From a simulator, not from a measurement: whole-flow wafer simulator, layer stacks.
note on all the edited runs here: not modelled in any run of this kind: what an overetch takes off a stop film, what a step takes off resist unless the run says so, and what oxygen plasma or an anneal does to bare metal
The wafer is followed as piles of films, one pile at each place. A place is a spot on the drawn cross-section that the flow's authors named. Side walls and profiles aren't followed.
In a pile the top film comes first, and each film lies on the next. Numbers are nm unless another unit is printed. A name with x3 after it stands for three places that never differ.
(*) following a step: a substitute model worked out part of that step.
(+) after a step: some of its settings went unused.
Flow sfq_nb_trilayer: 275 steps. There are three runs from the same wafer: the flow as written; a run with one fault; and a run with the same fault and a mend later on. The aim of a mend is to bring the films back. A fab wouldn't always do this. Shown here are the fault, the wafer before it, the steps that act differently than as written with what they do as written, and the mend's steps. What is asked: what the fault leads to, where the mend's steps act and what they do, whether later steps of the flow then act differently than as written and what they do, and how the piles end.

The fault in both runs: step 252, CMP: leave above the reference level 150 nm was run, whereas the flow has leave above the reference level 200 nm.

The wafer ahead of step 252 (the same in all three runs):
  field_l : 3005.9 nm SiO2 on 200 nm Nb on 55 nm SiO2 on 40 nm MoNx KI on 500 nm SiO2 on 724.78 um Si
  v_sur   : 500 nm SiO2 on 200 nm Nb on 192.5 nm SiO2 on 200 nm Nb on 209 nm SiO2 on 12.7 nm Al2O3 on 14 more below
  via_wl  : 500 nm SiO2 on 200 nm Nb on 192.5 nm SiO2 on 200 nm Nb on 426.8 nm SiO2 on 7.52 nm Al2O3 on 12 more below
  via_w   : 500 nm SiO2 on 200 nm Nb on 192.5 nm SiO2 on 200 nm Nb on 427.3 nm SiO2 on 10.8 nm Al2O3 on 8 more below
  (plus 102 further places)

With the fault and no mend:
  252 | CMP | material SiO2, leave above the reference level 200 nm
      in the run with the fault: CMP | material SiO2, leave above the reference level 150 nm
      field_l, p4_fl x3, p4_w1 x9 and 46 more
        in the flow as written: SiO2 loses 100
        in the run with the fault: SiO2 loses 150
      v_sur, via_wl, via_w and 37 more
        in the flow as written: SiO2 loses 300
        in the run with the fault: SiO2 loses 350
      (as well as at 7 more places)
  Later steps of the flow acting differently than as written (not shown: 4 more steps that differ only slightly, by at most 2% or 0.5 nm, whichever is larger):
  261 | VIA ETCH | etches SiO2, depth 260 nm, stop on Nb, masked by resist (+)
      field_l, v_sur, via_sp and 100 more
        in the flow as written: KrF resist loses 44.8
        in the run with the fault: KrF resist loses 38.8
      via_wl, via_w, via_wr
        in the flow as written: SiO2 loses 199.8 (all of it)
        in the run with the fault: SiO2 loses 149.8 (all of it)
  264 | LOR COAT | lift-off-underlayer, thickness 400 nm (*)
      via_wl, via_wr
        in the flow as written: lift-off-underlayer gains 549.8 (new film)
        in the run with the fault: lift-off-underlayer gains 512.3 (new film)
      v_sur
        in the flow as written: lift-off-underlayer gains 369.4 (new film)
        in the run with the fault: lift-off-underlayer gains 377.1 (new film)
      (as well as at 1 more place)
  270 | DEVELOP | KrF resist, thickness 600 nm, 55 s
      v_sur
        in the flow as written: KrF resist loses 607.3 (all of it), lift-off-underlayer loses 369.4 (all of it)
        in the run with the fault: KrF resist loses 605.2 (all of it), lift-off-underlayer loses 377.1 (all of it)
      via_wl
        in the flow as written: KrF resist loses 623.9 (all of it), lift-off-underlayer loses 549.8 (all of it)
        in the run with the fault: KrF resist loses 617.6 (all of it), lift-off-underlayer loses 512.3 (all of it)
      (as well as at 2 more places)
  At v_sur, via_sp, via_v and 83 more, the piles at the end differ from the flow's by more than 2% or 0.5 nm, whichever is larger.
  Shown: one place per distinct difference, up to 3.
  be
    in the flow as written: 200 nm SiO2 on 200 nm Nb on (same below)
    in the run with the fault: 150 nm SiO2 on 200 nm Nb on (same below)
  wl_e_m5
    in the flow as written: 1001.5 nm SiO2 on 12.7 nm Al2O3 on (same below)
    in the run with the fault: 951.5 nm SiO2 on 12.7 nm Al2O3 on (same below)
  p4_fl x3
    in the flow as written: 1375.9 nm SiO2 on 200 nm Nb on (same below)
    in the run with the fault: 1325.9 nm SiO2 on 200 nm Nb on (same below)

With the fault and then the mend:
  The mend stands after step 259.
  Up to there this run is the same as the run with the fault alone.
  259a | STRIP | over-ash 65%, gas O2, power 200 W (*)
      field_l, v_sur, via_sp and 100 more
        KrF resist loses 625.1 (all of it), anti-reflective coat loses 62 (all of it)
      via_wl, via_w, via_wr
        anti-reflective coat loses 62 (all of it)
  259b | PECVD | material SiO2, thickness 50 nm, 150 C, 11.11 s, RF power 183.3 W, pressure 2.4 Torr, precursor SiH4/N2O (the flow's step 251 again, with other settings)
      field_l, v_sur, via_wl and 103 more
        SiO2 gains 50
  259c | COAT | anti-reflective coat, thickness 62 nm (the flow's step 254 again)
      field_l, v_sur, via_wl and 103 more
        anti-reflective coat gains 62 (new film)
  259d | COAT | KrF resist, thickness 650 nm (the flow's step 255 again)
      field_l, v_sur, via_wl and 103 more
        KrF resist gains 650 (new film)
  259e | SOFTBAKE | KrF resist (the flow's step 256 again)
      alters no film at any place that is followed
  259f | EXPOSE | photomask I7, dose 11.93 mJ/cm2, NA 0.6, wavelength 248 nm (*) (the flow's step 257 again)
      alters no film at any place that is followed
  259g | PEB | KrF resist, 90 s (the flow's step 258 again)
      field_l, v_sur, via_wl and 103 more
        KrF resist loses 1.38
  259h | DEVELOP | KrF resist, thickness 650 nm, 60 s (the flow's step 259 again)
      field_l, v_sur, via_sp and 100 more
        KrF resist loses 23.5
      via_wl, via_w, via_wr
        KrF resist loses 648.6 (all of it)
  Every later step of the flow that is run acts as written at every place that is followed.
  The piles end the same as the flow's at every place that both follow.
